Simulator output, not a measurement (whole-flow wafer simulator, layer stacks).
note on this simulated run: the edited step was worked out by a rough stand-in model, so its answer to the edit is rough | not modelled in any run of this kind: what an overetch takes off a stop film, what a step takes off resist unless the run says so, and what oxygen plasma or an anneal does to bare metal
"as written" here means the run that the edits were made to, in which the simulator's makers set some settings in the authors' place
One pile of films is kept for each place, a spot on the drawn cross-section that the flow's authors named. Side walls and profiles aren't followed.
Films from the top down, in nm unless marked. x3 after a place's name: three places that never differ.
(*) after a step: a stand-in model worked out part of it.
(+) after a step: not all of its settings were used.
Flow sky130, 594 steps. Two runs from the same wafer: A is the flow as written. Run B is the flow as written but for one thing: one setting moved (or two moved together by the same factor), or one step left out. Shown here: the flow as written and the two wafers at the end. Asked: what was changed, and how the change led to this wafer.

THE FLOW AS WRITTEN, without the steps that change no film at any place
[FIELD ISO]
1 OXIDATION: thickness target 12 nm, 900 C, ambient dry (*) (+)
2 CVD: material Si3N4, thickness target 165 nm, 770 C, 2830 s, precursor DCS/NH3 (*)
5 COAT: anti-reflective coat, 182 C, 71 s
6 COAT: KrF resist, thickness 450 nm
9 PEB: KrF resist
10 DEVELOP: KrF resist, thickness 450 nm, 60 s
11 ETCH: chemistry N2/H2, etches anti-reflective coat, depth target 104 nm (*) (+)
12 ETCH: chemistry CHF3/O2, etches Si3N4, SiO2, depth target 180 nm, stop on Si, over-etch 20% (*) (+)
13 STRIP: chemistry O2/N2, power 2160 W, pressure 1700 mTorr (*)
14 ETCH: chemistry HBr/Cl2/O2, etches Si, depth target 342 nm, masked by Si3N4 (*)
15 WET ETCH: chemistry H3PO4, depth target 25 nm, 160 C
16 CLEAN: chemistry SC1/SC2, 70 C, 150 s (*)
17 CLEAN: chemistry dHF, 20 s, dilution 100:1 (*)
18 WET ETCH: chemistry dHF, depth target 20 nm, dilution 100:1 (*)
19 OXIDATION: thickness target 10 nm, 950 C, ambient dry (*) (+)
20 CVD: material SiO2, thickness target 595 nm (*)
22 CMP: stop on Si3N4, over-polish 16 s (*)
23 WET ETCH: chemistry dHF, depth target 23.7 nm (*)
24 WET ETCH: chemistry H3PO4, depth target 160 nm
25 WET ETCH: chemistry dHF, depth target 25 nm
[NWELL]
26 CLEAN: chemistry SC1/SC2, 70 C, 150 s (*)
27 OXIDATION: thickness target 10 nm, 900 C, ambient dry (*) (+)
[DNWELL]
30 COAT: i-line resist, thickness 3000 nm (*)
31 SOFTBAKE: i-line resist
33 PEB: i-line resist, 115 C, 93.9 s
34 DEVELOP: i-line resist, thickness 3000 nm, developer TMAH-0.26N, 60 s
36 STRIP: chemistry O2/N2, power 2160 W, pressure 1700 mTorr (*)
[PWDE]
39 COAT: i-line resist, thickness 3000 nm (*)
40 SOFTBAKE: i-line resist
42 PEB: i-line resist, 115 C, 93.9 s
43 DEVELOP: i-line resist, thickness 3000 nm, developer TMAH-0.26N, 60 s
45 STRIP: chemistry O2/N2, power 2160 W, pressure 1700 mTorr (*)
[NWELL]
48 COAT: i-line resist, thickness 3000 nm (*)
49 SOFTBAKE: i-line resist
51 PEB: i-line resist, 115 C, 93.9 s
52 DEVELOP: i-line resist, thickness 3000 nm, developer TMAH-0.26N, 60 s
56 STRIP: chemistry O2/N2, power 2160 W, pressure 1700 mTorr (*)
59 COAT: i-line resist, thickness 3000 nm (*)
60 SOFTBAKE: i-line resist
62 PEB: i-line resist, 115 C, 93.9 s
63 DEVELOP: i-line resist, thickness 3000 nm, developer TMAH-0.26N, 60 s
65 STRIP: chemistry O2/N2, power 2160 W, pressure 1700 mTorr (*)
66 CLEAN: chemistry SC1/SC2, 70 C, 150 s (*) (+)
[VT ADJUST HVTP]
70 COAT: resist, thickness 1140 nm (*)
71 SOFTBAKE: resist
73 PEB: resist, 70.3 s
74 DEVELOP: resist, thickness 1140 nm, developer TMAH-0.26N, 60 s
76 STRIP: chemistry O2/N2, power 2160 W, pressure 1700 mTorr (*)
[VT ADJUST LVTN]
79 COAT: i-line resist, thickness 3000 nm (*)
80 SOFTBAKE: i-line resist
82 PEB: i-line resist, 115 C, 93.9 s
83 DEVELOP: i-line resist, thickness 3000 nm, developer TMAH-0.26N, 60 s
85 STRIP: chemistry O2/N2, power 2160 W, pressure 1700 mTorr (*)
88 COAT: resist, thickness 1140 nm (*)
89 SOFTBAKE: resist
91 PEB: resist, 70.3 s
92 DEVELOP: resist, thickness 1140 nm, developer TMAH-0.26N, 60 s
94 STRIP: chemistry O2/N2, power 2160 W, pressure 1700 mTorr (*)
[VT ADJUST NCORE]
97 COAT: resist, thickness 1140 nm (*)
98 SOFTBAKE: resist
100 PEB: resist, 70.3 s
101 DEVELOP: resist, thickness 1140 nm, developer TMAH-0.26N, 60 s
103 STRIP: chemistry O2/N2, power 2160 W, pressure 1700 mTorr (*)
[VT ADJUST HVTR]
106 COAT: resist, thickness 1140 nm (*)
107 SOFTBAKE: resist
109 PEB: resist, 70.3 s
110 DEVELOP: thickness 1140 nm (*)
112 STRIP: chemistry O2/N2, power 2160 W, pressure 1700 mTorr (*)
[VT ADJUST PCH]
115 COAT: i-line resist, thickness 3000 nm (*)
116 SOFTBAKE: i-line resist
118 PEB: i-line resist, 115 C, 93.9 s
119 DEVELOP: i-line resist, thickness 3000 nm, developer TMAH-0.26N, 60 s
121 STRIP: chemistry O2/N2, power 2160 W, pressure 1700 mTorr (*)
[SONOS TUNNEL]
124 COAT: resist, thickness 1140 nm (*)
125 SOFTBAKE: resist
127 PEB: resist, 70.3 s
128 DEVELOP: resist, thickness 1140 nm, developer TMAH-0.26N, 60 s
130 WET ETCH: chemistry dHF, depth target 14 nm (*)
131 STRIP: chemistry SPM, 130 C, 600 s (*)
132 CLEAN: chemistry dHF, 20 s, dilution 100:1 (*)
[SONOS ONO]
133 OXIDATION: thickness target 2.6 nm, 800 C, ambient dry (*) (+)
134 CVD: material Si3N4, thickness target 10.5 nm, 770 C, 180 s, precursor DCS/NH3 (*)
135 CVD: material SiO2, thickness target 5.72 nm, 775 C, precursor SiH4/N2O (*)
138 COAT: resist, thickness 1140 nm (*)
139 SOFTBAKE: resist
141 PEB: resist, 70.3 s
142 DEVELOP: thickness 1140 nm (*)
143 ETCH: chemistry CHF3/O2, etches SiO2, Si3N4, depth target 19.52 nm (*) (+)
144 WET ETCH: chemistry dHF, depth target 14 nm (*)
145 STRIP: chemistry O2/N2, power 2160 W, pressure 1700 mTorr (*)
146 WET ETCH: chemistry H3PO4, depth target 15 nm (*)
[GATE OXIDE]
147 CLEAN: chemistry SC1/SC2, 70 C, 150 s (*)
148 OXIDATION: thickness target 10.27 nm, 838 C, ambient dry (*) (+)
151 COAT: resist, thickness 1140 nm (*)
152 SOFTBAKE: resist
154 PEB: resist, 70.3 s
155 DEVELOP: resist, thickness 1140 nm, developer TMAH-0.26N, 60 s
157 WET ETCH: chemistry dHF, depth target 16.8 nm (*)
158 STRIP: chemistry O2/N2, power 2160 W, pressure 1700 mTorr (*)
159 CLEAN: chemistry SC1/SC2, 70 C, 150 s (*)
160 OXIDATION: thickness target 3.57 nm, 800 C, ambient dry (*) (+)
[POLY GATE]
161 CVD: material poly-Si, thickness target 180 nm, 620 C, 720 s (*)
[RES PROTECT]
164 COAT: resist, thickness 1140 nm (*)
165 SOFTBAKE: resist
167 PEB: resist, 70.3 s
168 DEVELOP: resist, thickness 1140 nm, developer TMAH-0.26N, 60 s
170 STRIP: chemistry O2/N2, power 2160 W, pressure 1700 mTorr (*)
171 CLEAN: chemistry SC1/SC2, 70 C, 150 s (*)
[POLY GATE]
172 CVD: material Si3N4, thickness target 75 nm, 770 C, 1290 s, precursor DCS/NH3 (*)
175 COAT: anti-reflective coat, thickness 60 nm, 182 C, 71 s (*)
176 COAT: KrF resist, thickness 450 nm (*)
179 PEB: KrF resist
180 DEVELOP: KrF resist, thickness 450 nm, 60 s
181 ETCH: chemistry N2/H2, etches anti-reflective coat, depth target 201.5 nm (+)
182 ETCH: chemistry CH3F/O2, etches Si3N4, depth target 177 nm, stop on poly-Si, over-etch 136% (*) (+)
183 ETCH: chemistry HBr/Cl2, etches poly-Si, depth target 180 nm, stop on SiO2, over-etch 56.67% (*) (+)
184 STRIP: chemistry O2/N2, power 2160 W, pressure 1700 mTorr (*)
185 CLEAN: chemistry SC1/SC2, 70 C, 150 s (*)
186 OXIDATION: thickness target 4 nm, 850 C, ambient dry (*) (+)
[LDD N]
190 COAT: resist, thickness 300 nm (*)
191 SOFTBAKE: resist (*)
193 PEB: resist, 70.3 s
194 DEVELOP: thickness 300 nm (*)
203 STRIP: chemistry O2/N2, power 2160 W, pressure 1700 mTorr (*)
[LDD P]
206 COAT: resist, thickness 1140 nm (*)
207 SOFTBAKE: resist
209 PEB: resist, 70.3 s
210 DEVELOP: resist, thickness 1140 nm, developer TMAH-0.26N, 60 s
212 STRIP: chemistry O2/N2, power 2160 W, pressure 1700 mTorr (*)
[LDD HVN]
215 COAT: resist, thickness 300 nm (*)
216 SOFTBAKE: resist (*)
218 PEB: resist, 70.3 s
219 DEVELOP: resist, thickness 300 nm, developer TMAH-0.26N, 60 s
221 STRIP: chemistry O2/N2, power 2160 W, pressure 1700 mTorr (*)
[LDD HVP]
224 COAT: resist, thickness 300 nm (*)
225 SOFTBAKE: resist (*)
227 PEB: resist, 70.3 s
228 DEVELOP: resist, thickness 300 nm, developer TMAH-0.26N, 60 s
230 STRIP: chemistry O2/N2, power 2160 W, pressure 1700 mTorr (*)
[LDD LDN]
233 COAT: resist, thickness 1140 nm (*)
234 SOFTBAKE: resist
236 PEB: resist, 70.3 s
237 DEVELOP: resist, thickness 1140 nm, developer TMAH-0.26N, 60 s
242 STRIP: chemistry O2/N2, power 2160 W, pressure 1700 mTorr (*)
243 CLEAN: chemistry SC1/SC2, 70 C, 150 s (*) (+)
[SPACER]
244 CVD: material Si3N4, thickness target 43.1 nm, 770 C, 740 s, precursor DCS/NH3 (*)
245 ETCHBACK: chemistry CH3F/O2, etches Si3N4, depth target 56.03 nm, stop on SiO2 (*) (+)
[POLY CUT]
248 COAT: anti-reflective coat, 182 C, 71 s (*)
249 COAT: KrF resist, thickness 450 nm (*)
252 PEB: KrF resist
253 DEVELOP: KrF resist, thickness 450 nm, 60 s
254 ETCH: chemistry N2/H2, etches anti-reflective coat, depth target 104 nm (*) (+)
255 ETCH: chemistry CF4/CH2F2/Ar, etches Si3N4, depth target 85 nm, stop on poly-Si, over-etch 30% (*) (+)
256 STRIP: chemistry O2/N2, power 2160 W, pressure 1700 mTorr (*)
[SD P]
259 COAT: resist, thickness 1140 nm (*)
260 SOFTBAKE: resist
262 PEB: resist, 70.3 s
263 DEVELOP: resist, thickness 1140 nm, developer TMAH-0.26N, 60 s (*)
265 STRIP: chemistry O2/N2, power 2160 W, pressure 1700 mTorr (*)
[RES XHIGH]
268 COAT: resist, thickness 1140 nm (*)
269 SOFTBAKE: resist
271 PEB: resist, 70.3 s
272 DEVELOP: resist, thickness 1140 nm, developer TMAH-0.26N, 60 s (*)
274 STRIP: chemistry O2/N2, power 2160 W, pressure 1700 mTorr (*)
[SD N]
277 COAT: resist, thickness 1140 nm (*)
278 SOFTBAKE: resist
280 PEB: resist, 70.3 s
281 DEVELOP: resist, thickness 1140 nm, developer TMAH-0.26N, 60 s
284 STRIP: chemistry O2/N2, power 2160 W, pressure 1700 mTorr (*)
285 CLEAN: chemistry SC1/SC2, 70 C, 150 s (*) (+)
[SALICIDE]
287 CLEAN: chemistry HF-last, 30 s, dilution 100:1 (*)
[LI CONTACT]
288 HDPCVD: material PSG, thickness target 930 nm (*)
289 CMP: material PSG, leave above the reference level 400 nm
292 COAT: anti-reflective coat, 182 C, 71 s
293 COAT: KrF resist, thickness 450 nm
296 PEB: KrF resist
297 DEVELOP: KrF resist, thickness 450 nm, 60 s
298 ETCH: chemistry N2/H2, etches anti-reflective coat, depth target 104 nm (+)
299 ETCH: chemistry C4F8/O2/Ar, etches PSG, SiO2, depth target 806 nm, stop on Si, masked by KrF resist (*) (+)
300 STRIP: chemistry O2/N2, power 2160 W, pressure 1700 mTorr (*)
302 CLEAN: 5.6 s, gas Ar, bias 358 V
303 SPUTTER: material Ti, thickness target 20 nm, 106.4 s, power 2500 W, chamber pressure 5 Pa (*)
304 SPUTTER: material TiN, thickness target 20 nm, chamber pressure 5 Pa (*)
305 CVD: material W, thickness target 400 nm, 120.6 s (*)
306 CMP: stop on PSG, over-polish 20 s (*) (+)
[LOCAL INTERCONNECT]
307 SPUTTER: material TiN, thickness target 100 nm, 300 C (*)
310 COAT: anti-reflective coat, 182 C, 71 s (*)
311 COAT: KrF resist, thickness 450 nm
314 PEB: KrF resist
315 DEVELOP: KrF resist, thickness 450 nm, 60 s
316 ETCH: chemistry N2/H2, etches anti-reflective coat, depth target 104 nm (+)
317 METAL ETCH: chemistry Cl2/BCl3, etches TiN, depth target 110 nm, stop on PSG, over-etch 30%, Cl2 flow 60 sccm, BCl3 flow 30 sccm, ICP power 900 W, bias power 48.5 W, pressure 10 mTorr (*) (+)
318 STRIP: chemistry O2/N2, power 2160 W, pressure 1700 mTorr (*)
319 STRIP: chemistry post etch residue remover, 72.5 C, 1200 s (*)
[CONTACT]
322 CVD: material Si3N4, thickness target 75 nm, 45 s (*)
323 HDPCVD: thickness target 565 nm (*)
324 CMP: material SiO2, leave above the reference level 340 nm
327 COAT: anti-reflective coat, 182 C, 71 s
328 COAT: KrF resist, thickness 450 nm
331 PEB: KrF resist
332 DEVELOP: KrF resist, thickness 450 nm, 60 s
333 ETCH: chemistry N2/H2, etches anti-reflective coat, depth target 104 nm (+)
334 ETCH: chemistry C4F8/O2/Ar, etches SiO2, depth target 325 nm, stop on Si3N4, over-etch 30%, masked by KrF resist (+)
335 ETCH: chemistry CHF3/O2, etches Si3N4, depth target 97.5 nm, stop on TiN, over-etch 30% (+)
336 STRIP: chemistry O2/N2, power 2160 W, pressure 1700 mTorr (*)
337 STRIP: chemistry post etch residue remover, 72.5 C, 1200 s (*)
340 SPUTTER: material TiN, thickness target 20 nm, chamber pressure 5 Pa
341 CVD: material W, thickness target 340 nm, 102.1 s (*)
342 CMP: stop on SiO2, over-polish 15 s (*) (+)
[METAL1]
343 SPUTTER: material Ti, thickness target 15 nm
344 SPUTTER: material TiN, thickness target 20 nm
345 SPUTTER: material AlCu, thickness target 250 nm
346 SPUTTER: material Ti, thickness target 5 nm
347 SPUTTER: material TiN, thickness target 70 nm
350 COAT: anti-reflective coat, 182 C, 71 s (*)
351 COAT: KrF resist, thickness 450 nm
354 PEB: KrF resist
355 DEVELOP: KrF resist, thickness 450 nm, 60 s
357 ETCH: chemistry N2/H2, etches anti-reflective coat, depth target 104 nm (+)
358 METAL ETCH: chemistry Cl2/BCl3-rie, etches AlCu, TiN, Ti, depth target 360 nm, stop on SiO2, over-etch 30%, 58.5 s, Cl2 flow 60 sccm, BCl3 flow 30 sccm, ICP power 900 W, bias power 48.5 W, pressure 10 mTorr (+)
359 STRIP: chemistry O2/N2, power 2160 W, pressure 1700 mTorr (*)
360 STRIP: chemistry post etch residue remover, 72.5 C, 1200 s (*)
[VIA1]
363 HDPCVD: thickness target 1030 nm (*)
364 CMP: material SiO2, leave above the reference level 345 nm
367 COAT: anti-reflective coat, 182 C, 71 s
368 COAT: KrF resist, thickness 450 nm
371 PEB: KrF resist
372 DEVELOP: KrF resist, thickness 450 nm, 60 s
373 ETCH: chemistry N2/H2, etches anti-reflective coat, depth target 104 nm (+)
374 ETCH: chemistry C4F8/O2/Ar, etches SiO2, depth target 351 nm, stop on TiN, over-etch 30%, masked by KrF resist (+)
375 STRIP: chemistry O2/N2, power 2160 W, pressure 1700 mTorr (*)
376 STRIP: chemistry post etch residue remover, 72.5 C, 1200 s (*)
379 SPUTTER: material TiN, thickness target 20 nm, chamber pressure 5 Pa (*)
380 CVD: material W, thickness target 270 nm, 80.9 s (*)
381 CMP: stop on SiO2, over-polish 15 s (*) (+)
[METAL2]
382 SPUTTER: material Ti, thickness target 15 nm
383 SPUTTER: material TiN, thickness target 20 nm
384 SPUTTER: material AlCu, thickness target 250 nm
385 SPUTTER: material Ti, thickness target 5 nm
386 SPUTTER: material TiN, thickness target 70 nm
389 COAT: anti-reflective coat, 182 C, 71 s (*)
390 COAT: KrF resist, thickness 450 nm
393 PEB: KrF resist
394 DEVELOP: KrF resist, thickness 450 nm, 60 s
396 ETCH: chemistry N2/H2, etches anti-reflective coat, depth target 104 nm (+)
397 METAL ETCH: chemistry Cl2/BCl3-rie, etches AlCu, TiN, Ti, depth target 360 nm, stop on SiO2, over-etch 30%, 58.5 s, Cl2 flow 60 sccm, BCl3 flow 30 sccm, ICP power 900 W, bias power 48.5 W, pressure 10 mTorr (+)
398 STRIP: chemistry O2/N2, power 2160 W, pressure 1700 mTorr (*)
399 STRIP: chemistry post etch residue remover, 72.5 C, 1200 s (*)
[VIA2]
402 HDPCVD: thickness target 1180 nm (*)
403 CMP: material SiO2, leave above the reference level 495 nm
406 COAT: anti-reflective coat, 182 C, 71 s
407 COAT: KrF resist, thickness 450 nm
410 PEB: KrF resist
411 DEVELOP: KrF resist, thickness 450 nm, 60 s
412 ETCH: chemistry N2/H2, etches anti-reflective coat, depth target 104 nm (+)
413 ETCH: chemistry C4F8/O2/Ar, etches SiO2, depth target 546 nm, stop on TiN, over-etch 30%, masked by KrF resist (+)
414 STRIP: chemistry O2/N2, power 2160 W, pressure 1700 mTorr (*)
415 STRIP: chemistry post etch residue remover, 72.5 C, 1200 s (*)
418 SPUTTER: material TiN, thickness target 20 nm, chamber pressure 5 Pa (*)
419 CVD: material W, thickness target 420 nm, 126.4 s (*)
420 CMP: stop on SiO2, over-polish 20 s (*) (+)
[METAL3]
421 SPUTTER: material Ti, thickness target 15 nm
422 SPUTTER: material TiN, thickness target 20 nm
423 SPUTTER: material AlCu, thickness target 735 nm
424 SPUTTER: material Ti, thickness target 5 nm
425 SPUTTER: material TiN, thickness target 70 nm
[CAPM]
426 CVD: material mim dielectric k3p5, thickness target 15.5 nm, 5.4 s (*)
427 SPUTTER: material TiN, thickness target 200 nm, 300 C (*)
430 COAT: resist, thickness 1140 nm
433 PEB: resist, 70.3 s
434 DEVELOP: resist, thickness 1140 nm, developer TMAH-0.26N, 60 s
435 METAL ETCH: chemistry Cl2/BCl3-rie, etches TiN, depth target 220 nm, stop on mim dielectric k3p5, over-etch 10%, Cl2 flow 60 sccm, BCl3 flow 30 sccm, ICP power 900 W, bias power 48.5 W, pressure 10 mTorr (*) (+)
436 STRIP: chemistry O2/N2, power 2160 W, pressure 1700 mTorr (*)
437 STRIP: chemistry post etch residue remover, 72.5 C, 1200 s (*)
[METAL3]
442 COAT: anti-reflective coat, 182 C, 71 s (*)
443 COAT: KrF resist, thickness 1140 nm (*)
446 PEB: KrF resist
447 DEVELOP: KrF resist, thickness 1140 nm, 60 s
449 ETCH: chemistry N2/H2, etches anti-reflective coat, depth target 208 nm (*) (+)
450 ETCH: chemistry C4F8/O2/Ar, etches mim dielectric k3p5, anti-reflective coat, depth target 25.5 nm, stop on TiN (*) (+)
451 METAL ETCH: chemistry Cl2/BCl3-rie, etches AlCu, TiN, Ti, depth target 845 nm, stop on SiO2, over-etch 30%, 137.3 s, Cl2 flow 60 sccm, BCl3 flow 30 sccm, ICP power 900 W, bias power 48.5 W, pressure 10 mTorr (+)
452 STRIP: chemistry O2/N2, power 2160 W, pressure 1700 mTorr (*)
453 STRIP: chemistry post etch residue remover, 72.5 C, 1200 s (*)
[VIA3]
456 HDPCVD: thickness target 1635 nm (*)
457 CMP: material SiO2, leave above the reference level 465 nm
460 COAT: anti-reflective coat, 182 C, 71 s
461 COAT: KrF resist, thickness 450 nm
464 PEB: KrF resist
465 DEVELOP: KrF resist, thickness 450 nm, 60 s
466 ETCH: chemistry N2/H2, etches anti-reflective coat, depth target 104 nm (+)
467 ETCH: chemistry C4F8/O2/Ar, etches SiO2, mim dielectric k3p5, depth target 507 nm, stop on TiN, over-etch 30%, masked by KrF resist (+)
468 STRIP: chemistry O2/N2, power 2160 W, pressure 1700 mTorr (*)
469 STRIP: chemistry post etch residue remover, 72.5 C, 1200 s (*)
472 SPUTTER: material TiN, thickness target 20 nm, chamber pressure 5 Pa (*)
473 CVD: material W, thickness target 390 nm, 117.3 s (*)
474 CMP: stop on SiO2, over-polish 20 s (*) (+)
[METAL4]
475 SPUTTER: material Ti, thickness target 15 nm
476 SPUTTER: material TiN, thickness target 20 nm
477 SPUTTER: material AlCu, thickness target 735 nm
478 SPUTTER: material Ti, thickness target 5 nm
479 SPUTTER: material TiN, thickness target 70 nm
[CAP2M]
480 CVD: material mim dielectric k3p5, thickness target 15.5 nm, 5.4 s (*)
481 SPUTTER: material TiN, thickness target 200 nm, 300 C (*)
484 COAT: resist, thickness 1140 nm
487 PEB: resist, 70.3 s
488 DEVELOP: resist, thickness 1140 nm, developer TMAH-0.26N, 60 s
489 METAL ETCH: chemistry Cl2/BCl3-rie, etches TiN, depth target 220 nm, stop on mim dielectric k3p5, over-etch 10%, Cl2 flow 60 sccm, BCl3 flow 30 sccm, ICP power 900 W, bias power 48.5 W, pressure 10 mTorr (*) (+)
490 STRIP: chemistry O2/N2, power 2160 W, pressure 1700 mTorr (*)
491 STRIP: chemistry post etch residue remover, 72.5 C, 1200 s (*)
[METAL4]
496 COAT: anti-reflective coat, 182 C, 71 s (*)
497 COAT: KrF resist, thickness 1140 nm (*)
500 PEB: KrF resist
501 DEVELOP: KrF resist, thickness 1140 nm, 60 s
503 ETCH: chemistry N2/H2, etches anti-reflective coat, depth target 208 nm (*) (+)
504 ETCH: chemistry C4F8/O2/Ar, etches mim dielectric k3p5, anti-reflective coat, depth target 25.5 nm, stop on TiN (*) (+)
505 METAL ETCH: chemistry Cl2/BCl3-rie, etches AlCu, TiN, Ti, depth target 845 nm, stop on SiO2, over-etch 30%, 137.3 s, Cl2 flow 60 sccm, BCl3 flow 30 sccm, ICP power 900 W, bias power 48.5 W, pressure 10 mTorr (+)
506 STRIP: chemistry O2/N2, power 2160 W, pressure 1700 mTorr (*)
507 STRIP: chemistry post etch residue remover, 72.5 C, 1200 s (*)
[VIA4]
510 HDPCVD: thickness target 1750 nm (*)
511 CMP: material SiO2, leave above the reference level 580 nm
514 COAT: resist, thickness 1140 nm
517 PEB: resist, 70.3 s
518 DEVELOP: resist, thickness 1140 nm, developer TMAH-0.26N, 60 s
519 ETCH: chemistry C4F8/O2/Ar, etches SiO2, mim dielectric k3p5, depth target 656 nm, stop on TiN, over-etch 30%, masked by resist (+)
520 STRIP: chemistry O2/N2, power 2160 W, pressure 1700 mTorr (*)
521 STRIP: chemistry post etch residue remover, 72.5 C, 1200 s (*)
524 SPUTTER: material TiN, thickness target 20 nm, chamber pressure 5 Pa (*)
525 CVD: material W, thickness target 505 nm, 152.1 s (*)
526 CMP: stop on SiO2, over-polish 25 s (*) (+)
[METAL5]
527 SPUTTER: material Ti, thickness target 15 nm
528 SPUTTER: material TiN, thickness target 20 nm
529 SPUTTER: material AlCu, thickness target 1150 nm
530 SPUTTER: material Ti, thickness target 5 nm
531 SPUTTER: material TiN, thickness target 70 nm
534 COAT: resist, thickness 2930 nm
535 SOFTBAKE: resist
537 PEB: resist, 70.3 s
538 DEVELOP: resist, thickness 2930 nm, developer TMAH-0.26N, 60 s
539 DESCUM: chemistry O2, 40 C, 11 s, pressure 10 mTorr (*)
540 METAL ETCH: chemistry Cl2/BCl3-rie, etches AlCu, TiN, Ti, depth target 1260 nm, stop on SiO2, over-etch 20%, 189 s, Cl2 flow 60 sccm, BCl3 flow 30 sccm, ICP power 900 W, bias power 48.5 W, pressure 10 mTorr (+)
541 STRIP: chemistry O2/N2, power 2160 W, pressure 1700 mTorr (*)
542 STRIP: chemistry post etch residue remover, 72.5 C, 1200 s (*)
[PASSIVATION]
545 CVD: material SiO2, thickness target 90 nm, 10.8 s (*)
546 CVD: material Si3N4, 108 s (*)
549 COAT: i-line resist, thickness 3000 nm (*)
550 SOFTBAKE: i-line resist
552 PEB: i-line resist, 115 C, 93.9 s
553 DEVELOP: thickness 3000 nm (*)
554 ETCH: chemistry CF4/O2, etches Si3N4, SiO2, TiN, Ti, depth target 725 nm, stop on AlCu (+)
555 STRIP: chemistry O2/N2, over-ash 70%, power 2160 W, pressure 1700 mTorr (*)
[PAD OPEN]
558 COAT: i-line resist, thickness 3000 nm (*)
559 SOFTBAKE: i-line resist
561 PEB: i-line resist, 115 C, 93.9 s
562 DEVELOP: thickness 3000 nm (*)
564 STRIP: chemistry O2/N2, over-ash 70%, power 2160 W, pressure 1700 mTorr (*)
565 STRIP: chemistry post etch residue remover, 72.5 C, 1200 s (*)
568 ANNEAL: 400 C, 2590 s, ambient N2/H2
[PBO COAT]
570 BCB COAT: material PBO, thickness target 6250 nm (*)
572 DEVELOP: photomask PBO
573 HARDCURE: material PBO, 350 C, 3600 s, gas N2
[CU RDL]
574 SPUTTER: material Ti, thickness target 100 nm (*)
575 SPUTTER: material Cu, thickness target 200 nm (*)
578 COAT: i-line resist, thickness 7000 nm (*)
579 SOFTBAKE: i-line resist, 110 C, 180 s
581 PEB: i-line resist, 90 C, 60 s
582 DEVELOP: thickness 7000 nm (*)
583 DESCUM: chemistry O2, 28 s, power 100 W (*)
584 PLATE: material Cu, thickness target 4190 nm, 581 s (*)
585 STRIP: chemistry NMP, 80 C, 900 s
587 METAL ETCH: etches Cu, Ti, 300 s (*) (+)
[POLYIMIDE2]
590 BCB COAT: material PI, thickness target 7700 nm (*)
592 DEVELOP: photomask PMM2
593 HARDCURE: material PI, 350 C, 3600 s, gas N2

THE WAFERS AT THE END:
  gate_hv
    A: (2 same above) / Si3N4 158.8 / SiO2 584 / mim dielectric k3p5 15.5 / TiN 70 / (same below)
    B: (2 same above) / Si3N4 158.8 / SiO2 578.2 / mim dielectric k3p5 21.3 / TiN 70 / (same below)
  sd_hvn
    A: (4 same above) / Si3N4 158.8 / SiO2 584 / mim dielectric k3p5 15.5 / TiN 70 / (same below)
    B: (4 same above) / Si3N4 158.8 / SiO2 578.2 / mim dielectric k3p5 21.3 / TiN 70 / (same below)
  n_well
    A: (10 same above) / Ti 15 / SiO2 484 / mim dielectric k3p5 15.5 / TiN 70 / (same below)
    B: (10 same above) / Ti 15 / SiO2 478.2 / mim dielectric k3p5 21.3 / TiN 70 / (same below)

The cause: step 480, CVD: thickness target 21.3 nm was run, where the flow has thickness target 15.5 nm; step 480, CVD: 7.43 s was run, where the flow has 5.4 s.
It can be read off the wafer: gate_hv has mim dielectric k3p5 21.3, and step 480 as written asks for 15.5 nm.

How the change led to this, step by step:
  480 CVD: material mim dielectric k3p5, thickness target 15.5 nm, 5.4 s (*)
      field, active, n_well and 189 more: A mim dielectric k3p5 +15.5 (new film) | B mim dielectric k3p5 +21.3 (new film)
  504 ETCH: chemistry C4F8/O2/Ar, etches mim dielectric k3p5, anti-reflective coat, depth target 25.5 nm, stop on TiN (*) (+)
      n_well, p_well, gate_hv and 102 more: A KrF resist -15.5 | B KrF resist -17
      field, active, gate and 85 more: A mim dielectric k3p5 -15.5 (all of it) | B mim dielectric k3p5 -21.3 (all of it)
  519 ETCH: chemistry C4F8/O2/Ar, etches SiO2, mim dielectric k3p5, depth target 656 nm, stop on TiN, over-etch 30%, masked by resist (+)
      m1: A SiO2 -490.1 (all of it), mim dielectric k3p5 -15.5 (all of it) | B SiO2 -484.3 (all of it), mim dielectric k3p5 -21.3 (all of it)
      via4_hole: A SiO2 -489.5 (all of it), mim dielectric k3p5 -15.5 (all of it) | B SiO2 -483.7 (all of it), mim dielectric k3p5 -21.3 (all of it)
